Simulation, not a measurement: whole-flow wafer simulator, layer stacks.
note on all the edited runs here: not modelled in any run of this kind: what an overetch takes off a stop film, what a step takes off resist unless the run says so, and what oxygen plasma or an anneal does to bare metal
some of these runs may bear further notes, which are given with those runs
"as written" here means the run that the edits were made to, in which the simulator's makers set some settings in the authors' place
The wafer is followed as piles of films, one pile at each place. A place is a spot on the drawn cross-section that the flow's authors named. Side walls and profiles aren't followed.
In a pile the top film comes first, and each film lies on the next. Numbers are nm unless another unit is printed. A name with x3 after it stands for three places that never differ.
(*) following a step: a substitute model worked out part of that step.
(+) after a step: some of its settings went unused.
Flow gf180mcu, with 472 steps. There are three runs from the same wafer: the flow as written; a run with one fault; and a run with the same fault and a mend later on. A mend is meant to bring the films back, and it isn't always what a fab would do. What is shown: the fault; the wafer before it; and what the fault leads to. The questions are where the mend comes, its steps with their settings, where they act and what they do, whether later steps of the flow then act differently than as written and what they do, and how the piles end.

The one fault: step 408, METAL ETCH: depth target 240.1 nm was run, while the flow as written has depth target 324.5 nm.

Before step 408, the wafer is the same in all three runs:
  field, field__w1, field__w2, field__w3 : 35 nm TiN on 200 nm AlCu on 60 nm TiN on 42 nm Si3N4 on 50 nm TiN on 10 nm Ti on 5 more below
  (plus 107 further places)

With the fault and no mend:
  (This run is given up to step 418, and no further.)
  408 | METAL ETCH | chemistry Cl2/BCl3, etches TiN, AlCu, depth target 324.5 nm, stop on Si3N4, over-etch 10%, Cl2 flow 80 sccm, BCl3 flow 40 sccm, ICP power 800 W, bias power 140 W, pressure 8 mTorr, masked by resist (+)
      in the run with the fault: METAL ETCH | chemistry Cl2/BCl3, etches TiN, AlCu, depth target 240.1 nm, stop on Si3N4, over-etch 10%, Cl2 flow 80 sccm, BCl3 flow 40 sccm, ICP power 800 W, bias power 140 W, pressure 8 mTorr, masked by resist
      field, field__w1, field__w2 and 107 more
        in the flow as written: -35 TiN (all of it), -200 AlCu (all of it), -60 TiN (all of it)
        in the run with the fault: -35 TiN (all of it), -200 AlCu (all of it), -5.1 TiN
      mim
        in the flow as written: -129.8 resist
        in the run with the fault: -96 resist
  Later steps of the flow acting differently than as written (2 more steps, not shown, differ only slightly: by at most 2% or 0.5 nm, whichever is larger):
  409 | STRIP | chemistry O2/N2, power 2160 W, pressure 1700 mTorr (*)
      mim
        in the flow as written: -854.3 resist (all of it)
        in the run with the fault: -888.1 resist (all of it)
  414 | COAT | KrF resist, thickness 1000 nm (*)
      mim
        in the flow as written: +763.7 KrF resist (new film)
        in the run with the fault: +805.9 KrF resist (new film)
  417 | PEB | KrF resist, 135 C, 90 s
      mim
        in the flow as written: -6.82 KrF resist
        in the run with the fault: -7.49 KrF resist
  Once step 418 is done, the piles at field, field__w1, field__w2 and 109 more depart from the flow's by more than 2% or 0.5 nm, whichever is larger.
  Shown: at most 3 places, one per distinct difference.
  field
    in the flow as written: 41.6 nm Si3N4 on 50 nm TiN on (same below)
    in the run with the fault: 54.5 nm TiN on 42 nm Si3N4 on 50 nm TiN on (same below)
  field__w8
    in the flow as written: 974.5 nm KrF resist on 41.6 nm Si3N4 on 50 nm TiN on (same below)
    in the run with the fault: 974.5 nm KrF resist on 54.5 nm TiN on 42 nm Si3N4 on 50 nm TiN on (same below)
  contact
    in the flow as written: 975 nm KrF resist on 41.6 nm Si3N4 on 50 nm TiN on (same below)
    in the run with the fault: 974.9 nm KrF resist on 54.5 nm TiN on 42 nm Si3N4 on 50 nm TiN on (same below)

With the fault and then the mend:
  The mend stands after step 408.
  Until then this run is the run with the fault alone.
  408a | METAL ETCH | chemistry Cl2/BCl3, etches TiN, AlCu, depth target 84.4 nm, stop on Si3N4, over-etch 10%, Cl2 flow 80 sccm, BCl3 flow 40 sccm, ICP power 800 W, bias power 140 W, pressure 8 mTorr, masked by resist (+) (a further turn of the flow's step 408, with different settings)
      field, field__w1, field__w2 and 107 more
        -54.9 TiN (all of it)
      mim
        -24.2 resist
  Every later step of the flow that is run acts as written, at every place that is followed, to within 2% or 0.5 nm, whichever is larger.
  By the end, the piles equal the flow's at every place that both follow.
